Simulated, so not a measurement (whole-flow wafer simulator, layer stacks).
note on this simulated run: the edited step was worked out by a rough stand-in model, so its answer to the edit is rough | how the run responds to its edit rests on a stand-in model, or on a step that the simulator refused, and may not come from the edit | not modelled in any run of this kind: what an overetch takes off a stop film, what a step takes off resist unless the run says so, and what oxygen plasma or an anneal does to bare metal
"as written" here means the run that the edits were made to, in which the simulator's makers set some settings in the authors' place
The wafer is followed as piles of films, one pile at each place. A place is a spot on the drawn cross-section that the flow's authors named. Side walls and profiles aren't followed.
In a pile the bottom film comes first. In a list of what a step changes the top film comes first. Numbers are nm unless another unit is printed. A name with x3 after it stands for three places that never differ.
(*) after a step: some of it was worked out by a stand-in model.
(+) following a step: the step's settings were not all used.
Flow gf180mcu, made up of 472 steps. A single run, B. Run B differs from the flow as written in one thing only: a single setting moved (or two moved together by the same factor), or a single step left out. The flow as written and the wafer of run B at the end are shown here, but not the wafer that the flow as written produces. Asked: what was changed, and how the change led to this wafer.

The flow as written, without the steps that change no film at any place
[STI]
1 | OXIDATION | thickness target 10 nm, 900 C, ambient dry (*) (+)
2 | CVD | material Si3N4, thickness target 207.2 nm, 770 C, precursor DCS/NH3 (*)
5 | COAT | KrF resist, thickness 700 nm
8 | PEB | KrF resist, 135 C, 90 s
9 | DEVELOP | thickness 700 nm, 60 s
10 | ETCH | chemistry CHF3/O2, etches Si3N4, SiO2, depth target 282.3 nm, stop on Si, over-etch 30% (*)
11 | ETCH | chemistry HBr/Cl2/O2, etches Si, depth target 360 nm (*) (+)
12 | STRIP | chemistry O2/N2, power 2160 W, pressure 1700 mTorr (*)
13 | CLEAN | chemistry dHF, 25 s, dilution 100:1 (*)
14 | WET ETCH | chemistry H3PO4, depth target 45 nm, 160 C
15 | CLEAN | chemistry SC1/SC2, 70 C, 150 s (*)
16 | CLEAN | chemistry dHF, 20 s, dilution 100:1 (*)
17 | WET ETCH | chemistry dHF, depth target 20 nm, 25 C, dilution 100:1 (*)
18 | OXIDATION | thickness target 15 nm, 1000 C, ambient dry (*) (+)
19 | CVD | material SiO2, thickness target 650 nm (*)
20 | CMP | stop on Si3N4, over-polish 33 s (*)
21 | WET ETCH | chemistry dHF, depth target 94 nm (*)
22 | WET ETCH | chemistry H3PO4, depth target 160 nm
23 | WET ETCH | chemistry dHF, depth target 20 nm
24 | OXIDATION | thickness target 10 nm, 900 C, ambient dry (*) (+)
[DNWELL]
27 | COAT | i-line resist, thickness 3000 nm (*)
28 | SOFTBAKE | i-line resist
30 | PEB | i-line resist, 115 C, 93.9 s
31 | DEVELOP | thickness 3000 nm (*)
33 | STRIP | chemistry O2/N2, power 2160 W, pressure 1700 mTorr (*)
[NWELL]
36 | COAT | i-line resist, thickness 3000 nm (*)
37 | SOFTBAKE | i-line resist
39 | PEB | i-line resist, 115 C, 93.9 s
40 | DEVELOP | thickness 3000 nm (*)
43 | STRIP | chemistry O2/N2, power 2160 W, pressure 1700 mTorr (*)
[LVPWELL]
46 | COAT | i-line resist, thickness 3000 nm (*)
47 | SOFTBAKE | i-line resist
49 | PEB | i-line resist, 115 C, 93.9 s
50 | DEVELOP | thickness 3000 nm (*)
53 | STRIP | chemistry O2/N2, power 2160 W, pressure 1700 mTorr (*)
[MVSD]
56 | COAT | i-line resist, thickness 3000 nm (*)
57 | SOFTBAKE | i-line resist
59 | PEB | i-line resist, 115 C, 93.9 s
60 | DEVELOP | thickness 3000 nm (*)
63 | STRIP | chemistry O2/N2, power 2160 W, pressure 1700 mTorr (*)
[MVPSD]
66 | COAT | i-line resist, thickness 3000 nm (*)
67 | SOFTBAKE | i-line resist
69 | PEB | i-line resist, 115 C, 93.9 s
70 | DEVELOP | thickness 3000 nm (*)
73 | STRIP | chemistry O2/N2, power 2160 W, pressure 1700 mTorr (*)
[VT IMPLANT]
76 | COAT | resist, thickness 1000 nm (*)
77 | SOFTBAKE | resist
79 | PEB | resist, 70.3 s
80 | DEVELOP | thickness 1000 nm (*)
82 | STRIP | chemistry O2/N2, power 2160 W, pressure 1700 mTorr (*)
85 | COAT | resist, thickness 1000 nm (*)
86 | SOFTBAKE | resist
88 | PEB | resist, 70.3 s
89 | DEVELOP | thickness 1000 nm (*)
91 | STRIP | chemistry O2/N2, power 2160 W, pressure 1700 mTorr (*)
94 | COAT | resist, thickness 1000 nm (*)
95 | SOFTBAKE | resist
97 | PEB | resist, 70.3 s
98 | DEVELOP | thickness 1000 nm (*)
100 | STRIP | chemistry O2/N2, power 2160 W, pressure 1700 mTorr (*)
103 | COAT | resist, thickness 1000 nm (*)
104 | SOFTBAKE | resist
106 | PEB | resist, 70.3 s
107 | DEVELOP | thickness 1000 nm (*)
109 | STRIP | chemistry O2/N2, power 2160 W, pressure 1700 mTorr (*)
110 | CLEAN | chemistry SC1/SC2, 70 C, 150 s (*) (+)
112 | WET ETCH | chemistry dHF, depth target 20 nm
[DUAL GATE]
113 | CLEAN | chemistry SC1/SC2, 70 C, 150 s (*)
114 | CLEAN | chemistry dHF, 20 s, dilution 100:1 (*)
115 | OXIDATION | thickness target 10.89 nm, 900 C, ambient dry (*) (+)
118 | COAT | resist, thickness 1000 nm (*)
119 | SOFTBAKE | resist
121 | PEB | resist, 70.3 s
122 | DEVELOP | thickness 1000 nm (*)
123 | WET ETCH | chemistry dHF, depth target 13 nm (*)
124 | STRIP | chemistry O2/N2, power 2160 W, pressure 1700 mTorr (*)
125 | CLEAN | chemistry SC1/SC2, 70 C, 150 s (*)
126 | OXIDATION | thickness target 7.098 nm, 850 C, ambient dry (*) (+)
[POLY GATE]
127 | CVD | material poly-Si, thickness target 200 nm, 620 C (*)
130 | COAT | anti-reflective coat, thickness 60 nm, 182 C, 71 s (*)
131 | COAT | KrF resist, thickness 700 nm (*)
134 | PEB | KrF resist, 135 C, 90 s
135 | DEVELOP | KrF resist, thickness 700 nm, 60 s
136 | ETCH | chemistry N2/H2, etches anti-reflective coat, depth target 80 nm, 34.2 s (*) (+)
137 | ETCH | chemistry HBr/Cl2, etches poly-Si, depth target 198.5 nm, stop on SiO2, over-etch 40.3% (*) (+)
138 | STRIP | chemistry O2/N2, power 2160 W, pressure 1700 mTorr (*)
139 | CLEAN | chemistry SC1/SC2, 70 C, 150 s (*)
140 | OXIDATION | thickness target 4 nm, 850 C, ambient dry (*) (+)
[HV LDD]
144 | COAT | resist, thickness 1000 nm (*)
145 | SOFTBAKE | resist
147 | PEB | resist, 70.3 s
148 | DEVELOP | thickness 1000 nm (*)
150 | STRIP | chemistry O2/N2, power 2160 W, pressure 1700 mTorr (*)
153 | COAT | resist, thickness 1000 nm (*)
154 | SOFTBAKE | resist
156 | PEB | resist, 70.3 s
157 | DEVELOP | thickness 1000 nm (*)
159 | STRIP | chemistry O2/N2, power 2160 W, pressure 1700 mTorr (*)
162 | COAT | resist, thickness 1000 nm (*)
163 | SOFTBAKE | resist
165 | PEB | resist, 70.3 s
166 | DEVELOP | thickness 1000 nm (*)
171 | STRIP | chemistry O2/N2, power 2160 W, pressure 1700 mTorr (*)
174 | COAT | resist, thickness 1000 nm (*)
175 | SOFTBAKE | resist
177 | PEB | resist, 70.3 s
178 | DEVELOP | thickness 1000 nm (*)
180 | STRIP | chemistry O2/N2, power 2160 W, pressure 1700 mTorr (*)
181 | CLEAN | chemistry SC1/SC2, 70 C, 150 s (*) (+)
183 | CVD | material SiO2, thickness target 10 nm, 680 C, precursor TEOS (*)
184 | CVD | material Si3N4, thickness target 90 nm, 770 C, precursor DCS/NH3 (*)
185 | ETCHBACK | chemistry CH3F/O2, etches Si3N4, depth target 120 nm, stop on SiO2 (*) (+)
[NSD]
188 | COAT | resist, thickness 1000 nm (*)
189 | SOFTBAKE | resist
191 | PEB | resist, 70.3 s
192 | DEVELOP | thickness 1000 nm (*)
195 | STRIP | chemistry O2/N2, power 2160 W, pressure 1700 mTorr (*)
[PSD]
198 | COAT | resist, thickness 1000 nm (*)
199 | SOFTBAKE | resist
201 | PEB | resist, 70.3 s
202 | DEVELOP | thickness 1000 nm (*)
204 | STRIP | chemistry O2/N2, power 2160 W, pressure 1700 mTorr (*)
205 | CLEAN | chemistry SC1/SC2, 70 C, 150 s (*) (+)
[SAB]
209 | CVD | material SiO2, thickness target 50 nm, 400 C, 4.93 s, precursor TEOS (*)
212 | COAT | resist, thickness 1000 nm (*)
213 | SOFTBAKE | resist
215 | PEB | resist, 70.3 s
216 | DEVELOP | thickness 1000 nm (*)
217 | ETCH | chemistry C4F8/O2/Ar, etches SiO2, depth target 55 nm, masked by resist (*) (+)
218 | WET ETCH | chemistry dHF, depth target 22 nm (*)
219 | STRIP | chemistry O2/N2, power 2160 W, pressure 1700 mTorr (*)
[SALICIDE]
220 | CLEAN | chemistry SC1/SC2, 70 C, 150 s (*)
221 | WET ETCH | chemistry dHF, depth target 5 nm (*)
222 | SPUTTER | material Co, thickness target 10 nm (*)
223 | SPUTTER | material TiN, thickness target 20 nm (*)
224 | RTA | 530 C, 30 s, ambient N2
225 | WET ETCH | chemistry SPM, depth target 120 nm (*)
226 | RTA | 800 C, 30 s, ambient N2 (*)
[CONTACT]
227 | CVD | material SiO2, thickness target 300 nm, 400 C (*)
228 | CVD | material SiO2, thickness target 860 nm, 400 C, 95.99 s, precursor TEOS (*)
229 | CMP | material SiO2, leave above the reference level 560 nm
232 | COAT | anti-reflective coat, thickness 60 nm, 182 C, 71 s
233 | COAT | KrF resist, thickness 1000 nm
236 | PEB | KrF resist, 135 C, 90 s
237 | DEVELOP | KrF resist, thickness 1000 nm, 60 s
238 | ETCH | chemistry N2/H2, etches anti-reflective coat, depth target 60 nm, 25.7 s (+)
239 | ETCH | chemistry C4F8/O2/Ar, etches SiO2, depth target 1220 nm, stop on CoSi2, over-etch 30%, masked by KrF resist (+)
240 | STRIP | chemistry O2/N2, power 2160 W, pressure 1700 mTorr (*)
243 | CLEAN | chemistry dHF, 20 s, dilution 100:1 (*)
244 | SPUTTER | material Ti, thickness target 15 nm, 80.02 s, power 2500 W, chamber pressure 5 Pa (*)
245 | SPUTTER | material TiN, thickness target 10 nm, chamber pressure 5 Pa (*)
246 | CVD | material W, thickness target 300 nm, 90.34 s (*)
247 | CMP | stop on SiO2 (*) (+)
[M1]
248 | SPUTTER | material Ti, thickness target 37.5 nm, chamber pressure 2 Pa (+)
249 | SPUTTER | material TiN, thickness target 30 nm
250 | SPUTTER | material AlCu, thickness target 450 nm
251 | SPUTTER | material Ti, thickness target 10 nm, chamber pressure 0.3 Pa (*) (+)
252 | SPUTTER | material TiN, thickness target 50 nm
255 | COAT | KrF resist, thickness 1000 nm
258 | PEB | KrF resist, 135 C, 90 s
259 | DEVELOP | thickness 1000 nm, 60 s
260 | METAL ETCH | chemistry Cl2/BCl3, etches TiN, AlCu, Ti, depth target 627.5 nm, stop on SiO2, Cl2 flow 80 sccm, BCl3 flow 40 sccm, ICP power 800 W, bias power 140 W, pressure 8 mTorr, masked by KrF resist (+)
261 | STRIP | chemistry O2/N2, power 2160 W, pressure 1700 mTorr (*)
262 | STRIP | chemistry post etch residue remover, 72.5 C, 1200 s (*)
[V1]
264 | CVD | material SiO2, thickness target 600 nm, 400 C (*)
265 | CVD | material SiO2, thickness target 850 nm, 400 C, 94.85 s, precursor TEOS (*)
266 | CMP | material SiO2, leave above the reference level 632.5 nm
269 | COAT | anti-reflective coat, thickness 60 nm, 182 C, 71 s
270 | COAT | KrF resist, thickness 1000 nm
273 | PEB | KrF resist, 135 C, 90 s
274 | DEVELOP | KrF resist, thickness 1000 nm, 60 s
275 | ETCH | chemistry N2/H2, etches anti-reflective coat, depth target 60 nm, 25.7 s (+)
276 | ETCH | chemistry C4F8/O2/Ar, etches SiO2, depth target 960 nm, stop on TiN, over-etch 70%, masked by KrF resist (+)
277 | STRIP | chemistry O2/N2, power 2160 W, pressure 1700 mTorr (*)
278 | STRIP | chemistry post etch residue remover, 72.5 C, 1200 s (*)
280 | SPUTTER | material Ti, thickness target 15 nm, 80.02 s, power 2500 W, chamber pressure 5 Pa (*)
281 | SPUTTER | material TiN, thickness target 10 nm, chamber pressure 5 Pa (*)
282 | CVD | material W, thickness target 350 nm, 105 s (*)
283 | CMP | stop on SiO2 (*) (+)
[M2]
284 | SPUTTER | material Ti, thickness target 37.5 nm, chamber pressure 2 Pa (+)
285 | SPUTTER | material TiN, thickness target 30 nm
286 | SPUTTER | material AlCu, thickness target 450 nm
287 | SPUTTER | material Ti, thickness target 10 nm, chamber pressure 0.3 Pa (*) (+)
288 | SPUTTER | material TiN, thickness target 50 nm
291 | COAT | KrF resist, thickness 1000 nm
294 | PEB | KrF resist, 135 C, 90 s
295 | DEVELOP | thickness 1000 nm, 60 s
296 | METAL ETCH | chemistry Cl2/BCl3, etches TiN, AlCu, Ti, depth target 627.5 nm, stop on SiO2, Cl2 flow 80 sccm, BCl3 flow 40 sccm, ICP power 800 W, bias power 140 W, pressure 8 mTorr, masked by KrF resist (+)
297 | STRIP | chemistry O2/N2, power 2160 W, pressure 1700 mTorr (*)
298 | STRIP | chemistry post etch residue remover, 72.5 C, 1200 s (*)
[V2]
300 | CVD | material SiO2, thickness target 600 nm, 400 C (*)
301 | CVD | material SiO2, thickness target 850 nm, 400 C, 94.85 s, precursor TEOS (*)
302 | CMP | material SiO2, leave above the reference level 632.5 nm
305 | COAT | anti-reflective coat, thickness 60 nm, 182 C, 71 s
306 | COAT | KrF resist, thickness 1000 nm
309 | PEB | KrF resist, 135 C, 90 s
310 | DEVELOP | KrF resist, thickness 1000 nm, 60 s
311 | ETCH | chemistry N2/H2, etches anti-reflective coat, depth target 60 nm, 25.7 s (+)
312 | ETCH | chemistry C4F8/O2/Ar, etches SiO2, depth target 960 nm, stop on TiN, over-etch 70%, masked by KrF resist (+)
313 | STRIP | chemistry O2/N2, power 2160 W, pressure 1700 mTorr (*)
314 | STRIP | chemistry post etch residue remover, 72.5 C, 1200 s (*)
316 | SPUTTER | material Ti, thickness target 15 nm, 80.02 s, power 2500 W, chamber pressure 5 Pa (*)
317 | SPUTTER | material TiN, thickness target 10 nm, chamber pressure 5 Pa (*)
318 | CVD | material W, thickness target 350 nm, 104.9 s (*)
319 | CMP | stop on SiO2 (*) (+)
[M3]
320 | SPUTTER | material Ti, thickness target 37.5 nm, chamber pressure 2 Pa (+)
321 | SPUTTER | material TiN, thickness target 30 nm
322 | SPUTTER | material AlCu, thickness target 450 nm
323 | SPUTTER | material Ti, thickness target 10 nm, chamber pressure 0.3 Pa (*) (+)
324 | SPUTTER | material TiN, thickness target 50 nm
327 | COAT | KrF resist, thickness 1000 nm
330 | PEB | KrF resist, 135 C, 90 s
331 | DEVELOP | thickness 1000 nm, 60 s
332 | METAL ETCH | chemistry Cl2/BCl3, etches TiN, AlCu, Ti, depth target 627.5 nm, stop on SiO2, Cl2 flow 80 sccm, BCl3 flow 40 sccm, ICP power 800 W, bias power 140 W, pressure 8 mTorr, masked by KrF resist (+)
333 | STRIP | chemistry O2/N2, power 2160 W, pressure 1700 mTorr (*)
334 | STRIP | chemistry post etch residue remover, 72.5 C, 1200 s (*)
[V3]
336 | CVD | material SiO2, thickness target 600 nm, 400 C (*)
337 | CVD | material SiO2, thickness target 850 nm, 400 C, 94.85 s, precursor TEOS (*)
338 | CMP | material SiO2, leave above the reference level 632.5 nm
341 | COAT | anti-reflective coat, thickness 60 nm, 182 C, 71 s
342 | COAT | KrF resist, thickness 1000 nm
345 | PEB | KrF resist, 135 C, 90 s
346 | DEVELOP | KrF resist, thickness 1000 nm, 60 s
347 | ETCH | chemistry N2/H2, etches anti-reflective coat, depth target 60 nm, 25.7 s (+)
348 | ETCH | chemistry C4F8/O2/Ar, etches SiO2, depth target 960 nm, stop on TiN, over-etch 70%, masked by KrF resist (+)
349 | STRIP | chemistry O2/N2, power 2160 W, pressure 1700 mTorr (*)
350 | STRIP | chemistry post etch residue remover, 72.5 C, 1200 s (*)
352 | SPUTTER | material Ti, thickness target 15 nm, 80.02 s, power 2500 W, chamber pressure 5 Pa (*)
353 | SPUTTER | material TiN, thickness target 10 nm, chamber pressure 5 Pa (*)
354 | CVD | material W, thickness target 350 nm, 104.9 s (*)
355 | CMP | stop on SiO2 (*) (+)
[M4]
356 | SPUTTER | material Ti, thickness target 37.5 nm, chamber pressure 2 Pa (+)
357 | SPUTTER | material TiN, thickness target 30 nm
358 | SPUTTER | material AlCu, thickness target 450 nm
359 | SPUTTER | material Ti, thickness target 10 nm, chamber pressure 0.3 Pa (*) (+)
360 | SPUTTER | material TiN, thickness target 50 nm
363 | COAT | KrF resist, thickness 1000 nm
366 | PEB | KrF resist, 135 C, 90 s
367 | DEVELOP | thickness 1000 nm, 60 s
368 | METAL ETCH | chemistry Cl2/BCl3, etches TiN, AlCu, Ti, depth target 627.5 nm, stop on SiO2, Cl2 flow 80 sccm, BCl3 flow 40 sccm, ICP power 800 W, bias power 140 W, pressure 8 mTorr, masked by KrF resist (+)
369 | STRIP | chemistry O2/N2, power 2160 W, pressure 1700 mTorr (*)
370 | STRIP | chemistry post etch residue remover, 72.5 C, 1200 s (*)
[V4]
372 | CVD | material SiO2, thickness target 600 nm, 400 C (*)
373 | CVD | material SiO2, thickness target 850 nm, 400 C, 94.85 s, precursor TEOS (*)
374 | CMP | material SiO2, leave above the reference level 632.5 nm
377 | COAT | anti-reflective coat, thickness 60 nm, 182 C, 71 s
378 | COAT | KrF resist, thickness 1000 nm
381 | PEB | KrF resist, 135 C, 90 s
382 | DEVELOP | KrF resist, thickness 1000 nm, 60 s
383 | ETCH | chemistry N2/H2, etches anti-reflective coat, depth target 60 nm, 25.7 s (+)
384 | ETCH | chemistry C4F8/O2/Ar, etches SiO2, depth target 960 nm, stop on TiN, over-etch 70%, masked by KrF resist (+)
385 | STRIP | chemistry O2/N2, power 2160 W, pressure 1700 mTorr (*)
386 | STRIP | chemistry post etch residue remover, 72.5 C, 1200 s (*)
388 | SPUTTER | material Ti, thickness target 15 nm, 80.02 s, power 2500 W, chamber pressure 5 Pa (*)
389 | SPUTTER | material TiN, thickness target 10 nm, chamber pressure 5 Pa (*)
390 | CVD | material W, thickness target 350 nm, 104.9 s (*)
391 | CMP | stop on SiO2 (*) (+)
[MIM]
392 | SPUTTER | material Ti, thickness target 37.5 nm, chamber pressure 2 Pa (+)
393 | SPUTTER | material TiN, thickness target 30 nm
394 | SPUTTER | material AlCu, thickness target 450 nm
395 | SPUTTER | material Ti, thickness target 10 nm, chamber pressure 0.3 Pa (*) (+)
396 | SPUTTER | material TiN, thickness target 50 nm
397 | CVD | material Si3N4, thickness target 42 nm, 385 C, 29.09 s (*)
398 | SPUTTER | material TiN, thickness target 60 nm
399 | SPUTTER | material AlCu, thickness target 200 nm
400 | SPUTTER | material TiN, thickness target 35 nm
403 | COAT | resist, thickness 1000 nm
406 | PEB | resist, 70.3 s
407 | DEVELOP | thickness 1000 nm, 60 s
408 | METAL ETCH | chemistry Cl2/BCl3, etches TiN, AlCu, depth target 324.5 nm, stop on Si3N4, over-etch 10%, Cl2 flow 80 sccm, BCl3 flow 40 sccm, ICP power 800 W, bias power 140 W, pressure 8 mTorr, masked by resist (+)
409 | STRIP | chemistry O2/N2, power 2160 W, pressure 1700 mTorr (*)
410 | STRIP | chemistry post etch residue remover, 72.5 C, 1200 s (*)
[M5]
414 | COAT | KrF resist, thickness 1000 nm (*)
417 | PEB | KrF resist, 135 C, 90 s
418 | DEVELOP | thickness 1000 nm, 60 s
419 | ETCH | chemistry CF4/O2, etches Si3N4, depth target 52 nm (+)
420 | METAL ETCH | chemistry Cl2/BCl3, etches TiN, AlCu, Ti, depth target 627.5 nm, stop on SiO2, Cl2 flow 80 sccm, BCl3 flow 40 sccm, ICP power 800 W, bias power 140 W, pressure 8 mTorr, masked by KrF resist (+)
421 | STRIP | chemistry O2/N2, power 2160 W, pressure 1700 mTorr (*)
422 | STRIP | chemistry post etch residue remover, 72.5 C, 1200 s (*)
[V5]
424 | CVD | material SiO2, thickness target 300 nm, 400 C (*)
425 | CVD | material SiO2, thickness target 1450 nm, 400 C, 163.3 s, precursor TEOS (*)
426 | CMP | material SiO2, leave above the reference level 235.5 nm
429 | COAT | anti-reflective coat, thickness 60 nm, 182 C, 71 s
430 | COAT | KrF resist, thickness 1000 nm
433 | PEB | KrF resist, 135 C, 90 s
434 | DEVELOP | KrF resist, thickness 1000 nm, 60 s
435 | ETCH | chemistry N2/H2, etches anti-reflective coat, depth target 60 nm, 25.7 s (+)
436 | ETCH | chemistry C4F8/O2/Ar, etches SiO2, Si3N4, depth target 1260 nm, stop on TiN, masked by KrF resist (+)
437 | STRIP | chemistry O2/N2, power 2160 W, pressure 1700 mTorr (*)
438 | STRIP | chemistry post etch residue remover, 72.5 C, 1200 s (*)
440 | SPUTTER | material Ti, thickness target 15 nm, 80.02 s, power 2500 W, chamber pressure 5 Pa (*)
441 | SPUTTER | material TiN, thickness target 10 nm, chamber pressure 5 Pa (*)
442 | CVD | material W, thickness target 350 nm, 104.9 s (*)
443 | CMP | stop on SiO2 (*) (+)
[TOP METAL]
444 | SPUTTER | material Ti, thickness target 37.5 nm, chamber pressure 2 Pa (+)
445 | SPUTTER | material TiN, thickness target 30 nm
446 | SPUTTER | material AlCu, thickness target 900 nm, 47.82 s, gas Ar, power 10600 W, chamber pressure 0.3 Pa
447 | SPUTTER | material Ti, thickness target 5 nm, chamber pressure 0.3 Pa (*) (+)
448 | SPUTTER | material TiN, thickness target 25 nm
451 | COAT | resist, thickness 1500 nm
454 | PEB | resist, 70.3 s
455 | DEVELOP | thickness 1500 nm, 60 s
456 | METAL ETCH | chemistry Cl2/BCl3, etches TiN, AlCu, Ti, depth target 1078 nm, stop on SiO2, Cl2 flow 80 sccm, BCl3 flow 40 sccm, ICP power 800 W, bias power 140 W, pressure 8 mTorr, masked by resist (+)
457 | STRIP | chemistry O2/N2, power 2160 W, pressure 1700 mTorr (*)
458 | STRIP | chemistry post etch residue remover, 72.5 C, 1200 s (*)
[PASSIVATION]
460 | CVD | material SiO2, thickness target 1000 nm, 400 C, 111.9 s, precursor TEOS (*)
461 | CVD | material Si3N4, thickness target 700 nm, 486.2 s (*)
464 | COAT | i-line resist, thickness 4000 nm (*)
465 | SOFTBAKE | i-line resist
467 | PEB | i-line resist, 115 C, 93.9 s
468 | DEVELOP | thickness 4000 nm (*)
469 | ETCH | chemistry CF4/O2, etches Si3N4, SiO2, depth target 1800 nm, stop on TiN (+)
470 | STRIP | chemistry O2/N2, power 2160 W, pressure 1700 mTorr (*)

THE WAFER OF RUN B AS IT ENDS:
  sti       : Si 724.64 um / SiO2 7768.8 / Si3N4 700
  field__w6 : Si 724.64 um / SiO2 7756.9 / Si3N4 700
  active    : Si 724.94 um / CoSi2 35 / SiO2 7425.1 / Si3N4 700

The reason: step 425, CVD: thickness target 682 nm was run, while the flow as written has thickness target 1450 nm; step 425, CVD: 76.74 s was run, where the flow has 163.3 s.

The path from the change to this, step by step:
  425 | CVD | material SiO2, thickness target 1450 nm, 400 C, 163.3 s, precursor TEOS (*)
      field, field__w1, field__w4 and 100 more: SiO2 gains 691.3 (in the flow as written it would be: SiO2 gains 1450)
      field__w2, field__w3, field__w12 and 6 more: SiO2 gains 678.4 (in the flow as written it would be: SiO2 gains 1421.8)
  426 | CMP | material SiO2, leave above the reference level 235.5 nm
      field, field__w1, field__w5 and 92 more: nothing (in the flow as written it would be: SiO2 loses 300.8)
      field__w2, field__w3, field__w12 and 6 more: nothing (in the flow as written it would be: SiO2 loses 272.7)
      (and at 8 other places as well)
  429 | COAT | anti-reflective coat, thickness 60 nm, 182 C, 71 s
      field_sub__w2, field_sub__w3, field_sub__w4 and 8 more: anti-reflective coat gains 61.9 (new film) (in the flow as written it would be: anti-reflective coat gains 60 (new film))
      field_sub, gate, ld_gate_n, ld_acc_n, ld_fp_n, ld_drift_n, ld_drn_n: anti-reflective coat gains 62 (new film) (in the flow as written it would be: anti-reflective coat gains 60 (new film))
      (and at 55 other places as well)
  430 | COAT | KrF resist, thickness 1000 nm
      field: KrF resist gains 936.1 (new film) (in the flow as written it would be: KrF resist gains 1000 (new film))
      field__w5: KrF resist gains 1025.4 (new film) (in the flow as written it would be: KrF resist gains 1000 (new film))
      (and at 28 other places as well)
  433 | PEB | KrF resist, 135 C, 90 s
      field__w7, ppoly_u, npoly_sal: KrF resist loses 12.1 (in the flow as written it would be: KrF resist loses 10.5)
      nw_enc_fld_lv, sti_nw: KrF resist loses 11.6 (in the flow as written it would be: KrF resist loses 10.5)
      (and at 17 other places as well)
  434 | DEVELOP | KrF resist, thickness 1000 nm, 60 s
      contact: KrF resist loses 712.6 (all of it) (in the flow as written it would be: KrF resist loses 989.5 (all of it))
  435 | ETCH | chemistry N2/H2, etches anti-reflective coat, depth target 60 nm, 25.7 s (+)
      contact: anti-reflective coat loses 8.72 (all of it), SiO2 loses 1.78 (in the flow as written it would be: anti-reflective coat loses 60 (all of it), SiO2 loses 0.46)
  437 | STRIP | chemistry O2/N2, power 2160 W, pressure 1700 mTorr (*)
      p_well, sti, spacer, sd_n, pad, dice_street: KrF resist loses 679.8 (all of it), anti-reflective coat loses 63.1 (all of it) (in the flow as written it would be: KrF resist loses 679.2 (all of it), anti-reflective coat loses 60 (all of it))
      field_sub__w3, ld_fp_p, ld_drift_p: KrF resist loses 683.5 (all of it), anti-reflective coat loses 61.9 (all of it) (in the flow as written it would be: KrF resist loses 679.2 (all of it), anti-reflective coat loses 60 (all of it))
      (and at 64 other places as well)
  440 | SPUTTER | material Ti, thickness target 15 nm, 80.02 s, power 2500 W, chamber pressure 5 Pa (*)
      field__w2: Ti gains 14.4 (new film) (in the flow as written it would be: Ti gains 15 (new film))
      contact: Ti gains 10.6 (new film) (in the flow as written it would be: Ti gains 8.12 (new film))
  441 | SPUTTER | material TiN, thickness target 10 nm, chamber pressure 5 Pa (*)
      contact: TiN gains 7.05 (new film) (in the flow as written it would be: TiN gains 5.38 (new film))
  442 | CVD | material W, thickness target 350 nm, 104.9 s (*)
      contact: W gains 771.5 (new film) (in the flow as written it would be: W gains 1233.6 (new film))
  443 | CMP | stop on SiO2 (*) (+)
      field__w3, field__w12, npoly_sal, ppoly_sal, nw_sep_fld, gate_hv5, gate_p_hv5, sti_nw: W loses 350 (all of it), TiN loses 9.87 (all of it), Ti loses 6.28 (in the flow as written it would be: W loses 350 (all of it), TiN loses 10 (all of it), Ti loses 15 (all of it), SiO2 loses 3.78)
      field__w2: W loses 350.1 (all of it), TiN loses 9.6 (all of it), Ti loses 5.91 (in the flow as written it would be: W loses 350 (all of it), TiN loses 10 (all of it), Ti loses 15 (all of it), SiO2 loses 3.78)
      (and at 102 other places as well)
  444 | SPUTTER | material Ti, thickness target 37.5 nm, chamber pressure 2 Pa (+)
      field__w2, field__w3, field__w12 and 6 more: Ti gains 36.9 (in the flow as written it would be: Ti gains 37.5 (new film))
  445 | SPUTTER | material TiN, thickness target 30 nm
      field__w2, field__w3, field__w12 and 6 more: TiN gains 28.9 (new film) (in the flow as written it would be: TiN gains 30 (new film))
  446 | SPUTTER | material AlCu, thickness target 900 nm, 47.82 s, gas Ar, power 10600 W, chamber pressure 0.3 Pa
      field__w2, field__w3, field__w12 and 6 more: AlCu gains 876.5 (new film) (in the flow as written it would be: AlCu gains 900 (new film))
  447 | SPUTTER | material Ti, thickness target 5 nm, chamber pressure 0.3 Pa (*) (+)
      field__w2: Ti gains 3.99 (new film) (in the flow as written it would be: Ti gains 5 (new film))
  ... 10 further steps ...
  470 | STRIP | chemistry O2/N2, power 2160 W, pressure 1700 mTorr (*)
      field__w8, m1__w1: i-line resist loses 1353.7 (all of it) (in the flow as written it would be: i-line resist loses 1775.9 (all of it))
      m1: i-line resist loses 1371.2 (all of it) (in the flow as written it would be: i-line resist loses 1798.9 (all of it))
      (and at 3 other places as well)
